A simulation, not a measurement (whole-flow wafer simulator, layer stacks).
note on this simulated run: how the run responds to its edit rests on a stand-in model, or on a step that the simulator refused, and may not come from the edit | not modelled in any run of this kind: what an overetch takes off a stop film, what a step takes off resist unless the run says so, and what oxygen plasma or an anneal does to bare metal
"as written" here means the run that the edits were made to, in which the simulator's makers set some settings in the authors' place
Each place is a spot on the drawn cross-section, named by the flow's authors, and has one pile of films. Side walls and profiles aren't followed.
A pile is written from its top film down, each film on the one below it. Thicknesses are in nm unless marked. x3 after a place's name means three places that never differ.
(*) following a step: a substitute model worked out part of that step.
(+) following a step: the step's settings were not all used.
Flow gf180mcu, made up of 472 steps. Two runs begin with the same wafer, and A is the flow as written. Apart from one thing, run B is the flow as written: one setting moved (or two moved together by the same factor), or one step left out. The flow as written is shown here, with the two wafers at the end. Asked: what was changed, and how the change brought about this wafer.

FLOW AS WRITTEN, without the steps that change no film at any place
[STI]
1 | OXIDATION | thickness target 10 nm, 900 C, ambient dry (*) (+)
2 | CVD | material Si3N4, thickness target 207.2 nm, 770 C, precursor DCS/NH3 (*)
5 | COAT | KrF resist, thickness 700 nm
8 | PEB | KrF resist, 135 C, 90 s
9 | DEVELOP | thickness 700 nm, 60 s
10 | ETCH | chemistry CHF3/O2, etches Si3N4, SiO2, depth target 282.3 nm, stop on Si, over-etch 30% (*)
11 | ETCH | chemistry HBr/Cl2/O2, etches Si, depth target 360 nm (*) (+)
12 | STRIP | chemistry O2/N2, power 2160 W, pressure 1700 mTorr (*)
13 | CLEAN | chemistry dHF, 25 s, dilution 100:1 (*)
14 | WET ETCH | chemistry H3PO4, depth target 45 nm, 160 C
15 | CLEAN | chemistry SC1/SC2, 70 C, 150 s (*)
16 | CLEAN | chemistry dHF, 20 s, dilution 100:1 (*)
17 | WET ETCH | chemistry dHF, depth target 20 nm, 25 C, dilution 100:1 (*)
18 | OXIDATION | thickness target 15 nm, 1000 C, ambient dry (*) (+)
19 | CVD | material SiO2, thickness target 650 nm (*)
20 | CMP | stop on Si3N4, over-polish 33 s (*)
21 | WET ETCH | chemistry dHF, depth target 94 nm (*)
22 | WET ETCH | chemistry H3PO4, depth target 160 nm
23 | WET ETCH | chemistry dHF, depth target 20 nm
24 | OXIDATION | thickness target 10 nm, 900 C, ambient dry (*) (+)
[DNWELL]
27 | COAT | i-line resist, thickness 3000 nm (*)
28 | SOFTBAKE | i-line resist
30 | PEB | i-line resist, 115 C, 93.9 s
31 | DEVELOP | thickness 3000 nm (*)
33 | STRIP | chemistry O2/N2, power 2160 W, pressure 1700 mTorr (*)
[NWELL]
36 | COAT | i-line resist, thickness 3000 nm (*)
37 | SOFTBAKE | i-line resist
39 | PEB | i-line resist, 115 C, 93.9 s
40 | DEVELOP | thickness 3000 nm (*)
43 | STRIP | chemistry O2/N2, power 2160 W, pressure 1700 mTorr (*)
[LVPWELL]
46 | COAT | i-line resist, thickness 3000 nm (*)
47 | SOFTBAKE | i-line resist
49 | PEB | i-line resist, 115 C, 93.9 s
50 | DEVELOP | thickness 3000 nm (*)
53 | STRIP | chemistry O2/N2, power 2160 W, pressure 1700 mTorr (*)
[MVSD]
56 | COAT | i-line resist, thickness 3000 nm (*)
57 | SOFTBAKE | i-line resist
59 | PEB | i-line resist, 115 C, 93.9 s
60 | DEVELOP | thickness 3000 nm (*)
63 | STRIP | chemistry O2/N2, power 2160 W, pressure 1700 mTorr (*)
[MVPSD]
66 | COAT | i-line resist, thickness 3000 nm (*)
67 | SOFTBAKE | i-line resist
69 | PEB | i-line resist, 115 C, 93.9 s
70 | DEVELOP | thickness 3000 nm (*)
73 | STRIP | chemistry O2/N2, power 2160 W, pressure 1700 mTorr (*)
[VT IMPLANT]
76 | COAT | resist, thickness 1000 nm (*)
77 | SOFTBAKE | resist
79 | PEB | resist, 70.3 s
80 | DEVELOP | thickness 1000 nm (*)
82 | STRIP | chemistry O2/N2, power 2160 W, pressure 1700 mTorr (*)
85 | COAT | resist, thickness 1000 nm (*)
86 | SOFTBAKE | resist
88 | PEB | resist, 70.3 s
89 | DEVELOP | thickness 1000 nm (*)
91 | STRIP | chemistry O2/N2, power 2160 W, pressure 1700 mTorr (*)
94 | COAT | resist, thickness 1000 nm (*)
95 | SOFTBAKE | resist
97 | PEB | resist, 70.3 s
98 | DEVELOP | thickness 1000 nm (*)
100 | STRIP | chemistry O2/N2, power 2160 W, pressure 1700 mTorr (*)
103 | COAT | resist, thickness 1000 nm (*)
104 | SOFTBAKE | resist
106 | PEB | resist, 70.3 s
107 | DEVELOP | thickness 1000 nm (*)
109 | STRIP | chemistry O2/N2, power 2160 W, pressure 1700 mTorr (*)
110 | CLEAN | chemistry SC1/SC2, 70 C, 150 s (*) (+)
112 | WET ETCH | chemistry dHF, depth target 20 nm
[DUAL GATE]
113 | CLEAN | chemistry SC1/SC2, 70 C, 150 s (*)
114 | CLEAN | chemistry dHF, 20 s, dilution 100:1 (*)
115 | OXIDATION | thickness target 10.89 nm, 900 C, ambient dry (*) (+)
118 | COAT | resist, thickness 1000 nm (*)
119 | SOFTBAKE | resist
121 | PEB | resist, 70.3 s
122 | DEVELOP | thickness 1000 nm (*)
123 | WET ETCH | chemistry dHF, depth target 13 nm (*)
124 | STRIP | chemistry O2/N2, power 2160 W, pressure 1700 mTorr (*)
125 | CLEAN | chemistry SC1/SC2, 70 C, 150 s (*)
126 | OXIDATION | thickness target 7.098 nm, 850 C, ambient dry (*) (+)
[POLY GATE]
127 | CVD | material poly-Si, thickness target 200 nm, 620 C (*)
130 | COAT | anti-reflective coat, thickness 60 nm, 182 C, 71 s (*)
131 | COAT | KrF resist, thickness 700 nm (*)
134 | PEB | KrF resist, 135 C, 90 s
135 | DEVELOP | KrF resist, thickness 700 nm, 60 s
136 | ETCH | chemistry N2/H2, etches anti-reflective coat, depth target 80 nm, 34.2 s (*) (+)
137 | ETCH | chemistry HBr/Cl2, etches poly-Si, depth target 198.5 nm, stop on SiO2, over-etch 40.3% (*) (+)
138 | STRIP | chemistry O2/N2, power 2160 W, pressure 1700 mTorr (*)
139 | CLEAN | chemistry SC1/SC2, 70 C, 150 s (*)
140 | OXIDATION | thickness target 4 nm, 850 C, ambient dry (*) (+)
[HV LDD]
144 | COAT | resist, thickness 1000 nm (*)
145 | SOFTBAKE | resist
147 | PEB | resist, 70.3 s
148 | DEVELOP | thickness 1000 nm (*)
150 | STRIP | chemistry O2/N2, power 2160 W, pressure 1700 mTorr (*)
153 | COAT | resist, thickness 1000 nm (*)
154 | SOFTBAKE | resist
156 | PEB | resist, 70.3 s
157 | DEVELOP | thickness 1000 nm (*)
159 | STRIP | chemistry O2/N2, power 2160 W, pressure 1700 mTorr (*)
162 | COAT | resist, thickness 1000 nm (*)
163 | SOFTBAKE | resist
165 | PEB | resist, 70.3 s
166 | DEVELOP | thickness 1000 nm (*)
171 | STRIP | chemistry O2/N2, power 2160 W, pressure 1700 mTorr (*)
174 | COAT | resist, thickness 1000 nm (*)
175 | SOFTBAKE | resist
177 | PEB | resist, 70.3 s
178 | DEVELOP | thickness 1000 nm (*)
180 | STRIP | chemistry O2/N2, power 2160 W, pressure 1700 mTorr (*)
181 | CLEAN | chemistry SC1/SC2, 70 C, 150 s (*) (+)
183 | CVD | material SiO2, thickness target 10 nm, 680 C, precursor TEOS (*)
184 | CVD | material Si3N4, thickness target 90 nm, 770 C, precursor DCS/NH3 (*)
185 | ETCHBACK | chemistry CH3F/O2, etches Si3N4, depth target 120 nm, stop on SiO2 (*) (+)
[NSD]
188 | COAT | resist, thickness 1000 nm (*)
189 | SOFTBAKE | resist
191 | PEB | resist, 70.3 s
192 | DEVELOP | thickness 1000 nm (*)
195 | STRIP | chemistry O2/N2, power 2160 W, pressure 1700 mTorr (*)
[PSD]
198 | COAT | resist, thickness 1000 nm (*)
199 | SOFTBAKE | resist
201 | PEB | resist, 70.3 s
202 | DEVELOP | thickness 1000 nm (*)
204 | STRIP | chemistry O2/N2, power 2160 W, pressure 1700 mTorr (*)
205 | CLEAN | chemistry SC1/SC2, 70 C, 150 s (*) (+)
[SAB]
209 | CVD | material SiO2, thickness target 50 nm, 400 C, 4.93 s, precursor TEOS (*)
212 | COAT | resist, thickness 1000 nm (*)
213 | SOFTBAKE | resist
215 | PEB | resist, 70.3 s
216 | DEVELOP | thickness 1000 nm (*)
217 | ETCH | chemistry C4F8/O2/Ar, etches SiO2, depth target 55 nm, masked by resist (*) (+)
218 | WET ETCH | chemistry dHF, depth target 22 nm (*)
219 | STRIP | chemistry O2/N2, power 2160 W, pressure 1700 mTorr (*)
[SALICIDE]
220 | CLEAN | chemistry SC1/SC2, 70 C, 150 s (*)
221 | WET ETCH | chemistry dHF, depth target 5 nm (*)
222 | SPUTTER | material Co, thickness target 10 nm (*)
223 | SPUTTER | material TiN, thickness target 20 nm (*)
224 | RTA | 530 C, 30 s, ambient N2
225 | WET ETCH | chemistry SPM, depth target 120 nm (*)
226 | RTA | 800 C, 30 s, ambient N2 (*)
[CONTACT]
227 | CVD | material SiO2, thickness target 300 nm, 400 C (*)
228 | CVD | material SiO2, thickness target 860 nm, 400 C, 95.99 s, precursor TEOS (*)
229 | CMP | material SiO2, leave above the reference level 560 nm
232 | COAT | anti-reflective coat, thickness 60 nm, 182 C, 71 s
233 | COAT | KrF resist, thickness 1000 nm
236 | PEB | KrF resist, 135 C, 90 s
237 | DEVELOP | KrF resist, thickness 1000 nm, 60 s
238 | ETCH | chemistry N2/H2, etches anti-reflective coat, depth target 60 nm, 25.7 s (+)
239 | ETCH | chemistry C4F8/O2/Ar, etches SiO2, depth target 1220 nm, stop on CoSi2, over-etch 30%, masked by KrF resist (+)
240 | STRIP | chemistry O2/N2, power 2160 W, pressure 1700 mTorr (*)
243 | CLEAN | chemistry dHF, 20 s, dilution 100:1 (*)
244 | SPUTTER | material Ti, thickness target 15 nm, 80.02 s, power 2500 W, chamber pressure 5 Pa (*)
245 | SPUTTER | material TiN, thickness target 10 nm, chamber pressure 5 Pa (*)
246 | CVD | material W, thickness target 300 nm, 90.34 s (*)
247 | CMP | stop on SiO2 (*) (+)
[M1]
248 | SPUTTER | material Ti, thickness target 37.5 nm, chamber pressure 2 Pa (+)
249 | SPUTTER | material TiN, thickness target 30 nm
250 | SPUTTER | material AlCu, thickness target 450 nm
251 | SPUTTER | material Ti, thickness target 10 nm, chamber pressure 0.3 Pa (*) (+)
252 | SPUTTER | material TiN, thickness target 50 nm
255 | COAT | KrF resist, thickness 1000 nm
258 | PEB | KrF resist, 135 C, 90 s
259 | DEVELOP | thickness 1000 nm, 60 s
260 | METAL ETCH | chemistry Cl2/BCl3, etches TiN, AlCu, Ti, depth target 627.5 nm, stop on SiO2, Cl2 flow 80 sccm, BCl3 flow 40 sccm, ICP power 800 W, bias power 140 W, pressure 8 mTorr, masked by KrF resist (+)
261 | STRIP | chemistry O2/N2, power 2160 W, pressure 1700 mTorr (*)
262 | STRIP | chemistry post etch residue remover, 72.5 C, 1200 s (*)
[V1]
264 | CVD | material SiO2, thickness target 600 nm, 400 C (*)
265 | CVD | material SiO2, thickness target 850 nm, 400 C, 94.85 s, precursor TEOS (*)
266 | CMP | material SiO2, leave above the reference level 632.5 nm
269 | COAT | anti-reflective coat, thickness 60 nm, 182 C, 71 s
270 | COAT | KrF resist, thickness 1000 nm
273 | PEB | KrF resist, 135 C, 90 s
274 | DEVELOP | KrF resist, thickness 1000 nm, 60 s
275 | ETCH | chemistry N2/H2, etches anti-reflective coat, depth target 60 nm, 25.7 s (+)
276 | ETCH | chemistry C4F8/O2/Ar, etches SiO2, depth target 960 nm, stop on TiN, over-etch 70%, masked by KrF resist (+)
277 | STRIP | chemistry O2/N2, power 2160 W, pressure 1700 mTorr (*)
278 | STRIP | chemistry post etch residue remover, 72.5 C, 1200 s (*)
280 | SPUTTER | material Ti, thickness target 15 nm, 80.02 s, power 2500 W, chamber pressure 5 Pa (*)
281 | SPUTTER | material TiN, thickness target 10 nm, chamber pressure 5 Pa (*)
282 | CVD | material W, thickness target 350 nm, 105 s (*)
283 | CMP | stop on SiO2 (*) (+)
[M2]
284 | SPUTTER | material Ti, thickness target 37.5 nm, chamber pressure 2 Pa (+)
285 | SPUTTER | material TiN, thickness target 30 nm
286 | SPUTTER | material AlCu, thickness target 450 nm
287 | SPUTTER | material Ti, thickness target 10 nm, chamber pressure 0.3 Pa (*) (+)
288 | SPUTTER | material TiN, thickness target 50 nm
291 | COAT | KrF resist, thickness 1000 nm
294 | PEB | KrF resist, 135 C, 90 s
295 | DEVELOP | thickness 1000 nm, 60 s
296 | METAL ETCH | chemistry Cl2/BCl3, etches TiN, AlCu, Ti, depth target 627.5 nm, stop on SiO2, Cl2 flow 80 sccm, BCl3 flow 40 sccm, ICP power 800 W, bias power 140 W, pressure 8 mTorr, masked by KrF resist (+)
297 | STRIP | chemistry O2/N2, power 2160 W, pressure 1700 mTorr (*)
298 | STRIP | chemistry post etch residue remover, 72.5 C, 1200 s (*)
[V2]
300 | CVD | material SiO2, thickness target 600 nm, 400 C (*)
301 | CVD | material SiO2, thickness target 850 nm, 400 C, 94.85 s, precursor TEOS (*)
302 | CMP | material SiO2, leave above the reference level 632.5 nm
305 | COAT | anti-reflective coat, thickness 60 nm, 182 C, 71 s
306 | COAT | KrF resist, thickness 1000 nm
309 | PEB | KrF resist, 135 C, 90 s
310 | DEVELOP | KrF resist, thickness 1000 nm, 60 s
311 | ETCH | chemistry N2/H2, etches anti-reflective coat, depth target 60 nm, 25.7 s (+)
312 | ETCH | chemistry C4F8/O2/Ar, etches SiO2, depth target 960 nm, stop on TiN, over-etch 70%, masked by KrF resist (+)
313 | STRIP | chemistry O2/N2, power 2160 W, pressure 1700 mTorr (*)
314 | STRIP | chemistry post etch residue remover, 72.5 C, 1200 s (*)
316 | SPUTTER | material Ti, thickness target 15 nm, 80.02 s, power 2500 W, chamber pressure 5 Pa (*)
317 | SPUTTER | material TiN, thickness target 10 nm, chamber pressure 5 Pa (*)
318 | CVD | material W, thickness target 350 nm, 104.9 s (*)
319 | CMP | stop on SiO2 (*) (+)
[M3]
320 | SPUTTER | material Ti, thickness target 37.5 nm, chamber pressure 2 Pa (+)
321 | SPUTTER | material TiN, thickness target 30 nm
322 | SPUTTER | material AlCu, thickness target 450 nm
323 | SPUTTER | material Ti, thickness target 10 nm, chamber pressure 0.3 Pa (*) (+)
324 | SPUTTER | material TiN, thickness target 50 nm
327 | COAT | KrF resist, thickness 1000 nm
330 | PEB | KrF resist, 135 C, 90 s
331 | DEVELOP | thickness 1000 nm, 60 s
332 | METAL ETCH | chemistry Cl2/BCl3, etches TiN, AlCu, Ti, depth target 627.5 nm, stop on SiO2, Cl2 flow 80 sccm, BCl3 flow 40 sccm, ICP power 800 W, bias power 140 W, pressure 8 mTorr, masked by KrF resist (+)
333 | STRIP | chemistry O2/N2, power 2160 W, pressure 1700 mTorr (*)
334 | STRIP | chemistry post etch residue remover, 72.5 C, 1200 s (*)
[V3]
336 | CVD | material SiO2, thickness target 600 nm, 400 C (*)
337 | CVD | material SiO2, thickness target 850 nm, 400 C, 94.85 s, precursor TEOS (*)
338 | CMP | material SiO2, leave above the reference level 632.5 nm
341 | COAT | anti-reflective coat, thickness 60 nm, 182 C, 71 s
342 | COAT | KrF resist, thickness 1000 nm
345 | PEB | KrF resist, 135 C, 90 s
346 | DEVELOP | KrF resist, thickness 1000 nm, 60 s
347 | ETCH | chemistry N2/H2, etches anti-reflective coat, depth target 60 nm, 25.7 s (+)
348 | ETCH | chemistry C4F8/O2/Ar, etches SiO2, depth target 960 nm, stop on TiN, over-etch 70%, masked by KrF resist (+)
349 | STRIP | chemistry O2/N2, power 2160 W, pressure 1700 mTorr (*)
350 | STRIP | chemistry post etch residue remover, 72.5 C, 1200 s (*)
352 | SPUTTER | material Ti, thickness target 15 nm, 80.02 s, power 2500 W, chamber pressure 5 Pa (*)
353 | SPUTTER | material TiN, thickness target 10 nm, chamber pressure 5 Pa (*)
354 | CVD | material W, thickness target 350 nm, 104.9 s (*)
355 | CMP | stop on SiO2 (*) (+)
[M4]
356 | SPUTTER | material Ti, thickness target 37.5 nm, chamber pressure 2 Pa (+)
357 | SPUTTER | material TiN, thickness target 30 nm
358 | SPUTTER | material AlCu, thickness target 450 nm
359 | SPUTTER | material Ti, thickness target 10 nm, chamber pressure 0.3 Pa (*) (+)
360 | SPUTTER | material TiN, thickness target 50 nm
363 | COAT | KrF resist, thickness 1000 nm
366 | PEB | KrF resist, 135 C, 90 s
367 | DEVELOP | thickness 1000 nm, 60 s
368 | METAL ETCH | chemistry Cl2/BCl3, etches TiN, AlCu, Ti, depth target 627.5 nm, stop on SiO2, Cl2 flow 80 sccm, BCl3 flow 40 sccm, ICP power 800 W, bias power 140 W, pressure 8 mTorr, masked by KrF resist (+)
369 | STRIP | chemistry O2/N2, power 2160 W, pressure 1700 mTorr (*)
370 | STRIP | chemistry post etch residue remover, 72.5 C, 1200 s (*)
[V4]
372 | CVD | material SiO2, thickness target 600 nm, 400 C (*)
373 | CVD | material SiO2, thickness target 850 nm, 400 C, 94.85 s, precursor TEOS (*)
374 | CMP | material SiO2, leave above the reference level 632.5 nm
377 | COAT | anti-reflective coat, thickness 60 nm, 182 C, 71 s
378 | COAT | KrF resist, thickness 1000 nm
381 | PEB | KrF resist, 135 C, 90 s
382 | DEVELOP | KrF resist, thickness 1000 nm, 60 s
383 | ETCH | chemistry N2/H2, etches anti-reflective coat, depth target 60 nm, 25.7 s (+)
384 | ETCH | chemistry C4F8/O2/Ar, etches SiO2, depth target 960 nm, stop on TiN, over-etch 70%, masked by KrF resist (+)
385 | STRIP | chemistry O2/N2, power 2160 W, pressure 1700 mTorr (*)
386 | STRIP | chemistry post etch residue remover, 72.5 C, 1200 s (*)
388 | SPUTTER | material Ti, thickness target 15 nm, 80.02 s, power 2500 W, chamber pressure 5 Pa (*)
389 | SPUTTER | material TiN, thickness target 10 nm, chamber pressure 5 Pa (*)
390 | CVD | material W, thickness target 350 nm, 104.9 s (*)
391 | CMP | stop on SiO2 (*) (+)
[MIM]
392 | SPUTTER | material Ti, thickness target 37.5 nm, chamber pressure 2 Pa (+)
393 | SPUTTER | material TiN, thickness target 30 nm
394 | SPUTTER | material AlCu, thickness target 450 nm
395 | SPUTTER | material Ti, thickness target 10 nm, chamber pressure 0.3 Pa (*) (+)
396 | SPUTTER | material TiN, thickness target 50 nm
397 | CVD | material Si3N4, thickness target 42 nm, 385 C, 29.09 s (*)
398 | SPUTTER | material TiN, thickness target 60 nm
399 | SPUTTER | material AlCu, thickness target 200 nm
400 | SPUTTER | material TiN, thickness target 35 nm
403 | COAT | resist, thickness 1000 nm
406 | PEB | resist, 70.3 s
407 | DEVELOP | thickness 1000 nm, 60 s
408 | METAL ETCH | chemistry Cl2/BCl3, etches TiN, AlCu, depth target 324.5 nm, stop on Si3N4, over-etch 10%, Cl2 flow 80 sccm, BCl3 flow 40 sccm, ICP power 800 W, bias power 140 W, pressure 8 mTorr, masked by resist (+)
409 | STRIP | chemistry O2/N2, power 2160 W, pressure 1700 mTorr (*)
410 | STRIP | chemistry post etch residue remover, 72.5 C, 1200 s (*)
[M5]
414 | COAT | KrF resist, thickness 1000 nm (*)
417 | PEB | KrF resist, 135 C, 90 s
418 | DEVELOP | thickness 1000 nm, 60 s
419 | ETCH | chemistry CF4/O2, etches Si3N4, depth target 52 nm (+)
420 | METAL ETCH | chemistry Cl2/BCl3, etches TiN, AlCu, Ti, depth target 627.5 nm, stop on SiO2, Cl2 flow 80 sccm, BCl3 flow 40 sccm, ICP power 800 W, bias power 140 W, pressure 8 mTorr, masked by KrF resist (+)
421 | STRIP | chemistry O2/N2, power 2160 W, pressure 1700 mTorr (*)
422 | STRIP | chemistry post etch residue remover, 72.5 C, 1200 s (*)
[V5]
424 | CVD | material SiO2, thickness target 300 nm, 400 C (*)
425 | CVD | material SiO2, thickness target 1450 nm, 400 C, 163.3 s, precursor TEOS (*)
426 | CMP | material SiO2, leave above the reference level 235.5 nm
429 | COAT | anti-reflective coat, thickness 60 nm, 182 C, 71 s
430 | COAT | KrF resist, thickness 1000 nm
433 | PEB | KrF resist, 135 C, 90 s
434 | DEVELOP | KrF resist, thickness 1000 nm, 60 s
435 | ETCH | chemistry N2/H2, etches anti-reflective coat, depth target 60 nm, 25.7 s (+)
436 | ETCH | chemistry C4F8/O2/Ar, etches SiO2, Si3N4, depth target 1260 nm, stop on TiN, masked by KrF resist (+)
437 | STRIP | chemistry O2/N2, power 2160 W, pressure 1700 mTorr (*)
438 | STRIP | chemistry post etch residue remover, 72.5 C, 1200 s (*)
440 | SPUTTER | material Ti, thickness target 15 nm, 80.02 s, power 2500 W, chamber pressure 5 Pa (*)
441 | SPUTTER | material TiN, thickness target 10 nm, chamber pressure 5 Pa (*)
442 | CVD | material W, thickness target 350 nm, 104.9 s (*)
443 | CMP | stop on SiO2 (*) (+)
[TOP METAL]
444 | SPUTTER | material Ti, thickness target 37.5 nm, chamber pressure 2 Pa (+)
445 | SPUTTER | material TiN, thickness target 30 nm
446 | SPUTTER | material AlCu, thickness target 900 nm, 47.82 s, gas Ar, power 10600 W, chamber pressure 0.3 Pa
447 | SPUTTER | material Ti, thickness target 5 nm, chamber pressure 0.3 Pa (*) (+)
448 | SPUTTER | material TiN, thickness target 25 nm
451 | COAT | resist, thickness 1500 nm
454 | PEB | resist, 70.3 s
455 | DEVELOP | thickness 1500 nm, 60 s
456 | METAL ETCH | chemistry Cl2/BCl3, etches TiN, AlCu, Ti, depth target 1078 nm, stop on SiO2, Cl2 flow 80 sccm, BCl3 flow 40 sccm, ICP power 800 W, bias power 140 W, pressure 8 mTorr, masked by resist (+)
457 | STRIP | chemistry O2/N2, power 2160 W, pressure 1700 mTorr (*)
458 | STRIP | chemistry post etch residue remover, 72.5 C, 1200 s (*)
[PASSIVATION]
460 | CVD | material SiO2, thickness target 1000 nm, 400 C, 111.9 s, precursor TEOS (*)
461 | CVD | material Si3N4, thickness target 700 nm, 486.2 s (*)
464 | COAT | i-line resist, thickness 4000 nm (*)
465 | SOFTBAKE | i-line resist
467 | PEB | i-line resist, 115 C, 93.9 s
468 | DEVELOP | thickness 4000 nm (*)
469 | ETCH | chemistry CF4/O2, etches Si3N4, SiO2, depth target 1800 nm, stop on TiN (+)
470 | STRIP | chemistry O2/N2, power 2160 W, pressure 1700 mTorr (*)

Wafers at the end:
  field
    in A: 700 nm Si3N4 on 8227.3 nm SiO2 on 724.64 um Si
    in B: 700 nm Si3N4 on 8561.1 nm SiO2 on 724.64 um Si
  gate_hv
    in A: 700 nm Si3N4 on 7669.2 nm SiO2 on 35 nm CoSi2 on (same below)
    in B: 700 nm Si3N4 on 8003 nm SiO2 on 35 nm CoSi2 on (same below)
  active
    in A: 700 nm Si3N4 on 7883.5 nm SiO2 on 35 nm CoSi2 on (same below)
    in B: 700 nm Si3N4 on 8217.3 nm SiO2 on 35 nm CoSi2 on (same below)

The reason: step 338, CMP: leave above the reference level 967.7 nm was run, whereas the flow has leave above the reference level 632.5 nm.

The path from the change to this, step by step:
  338 | CMP | material SiO2, leave above the reference level 632.5 nm
      field, field__w1, field__w2 and 103 more: A -300 SiO2 | B nothing
      field__w8, contact, m1, m1__w1, m1_nw: A -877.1 SiO2 | B -541.9 SiO2
  341 | COAT | anti-reflective coat, thickness 60 nm, 182 C, 71 s
      field: A +60 anti-reflective coat (new film) | B +74 anti-reflective coat (new film)
      field__w8: A +60 anti-reflective coat (new film) | B +40 anti-reflective coat (new film)
      (and at 11 other places as well)
  347 | ETCH | chemistry N2/H2, etches anti-reflective coat, depth target 60 nm, 25.7 s (+)
      contact: A -60 anti-reflective coat (all of it), -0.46 SiO2 | B -40.9 anti-reflective coat (all of it), -0.95 SiO2
  348 | ETCH | chemistry C4F8/O2/Ar, etches SiO2, depth target 960 nm, stop on TiN, over-etch 70%, masked by KrF resist (+)
      contact: A -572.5 SiO2 (all of it) | B -907.2 SiO2 (all of it)
  349 | STRIP | chemistry O2/N2, power 2160 W, pressure 1700 mTorr (*)
      field: A -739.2 KrF resist (all of it), -60 anti-reflective coat (all of it) | B -732.2 KrF resist (all of it), -74 anti-reflective coat (all of it)
      field__w8: A -739.2 KrF resist (all of it), -60 anti-reflective coat (all of it) | B -735.9 KrF resist (all of it), -40 anti-reflective coat (all of it)
      (and at 10 other places as well)
  352 | SPUTTER | material Ti, thickness target 15 nm, 80.02 s, power 2500 W, chamber pressure 5 Pa (*)
      contact: A +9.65 Ti (new film) | B +8.11 Ti (new film)
  353 | SPUTTER | material TiN, thickness target 10 nm, chamber pressure 5 Pa (*)
      contact: A +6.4 TiN (new film) | B +5.38 TiN (new film)
  354 | CVD | material W, thickness target 350 nm, 104.9 s (*)
      contact: A +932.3 W (new film) | B +1234.8 W (new film)
  355 | CMP | stop on SiO2 (*) (+)
      m1, m1__w1, m1_nw: A -350 W (all of it), -10 TiN (all of it), -15 Ti (all of it), -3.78 SiO2 | B -350 W (all of it), -10 TiN (all of it), -15 Ti (all of it), -5.18 SiO2
      field__w8: A -350 W (all of it), -10 TiN (all of it), -15 Ti (all of it), -3.78 SiO2 | B -350 W (all of it), -10 TiN (all of it), -15 Ti (all of it), -5.19 SiO2
  363 | COAT | KrF resist, thickness 1000 nm
      field__w8: A +1000 KrF resist (new film) | B +972 KrF resist (new film)
      m1: A +1000 KrF resist (new film) | B +971.6 KrF resist (new film)
      (and at 2 other places as well)
  369 | STRIP | chemistry O2/N2, power 2160 W, pressure 1700 mTorr (*)
      field__w8: A -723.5 KrF resist (all of it) | B -695.8 KrF resist (all of it)
      m1: A -723.5 KrF resist (all of it) | B -695.4 KrF resist (all of it)
      (and at 2 other places as well)
  374 | CMP | material SiO2, leave above the reference level 632.5 nm
      field, field__w1, field__w2 and 103 more: A -300 SiO2 | B -266.2 SiO2
      contact: A -877.1 SiO2 | B -843.3 SiO2
  384 | ETCH | chemistry C4F8/O2/Ar, etches SiO2, depth target 960 nm, stop on TiN, over-etch 70%, masked by KrF resist (+)
      contact: A -572.5 SiO2 (all of it) | B -606.3 SiO2 (all of it)
  390 | CVD | material W, thickness target 350 nm, 104.9 s (*)
      contact: A +932.3 W (new film) | B +966.4 W (new film)
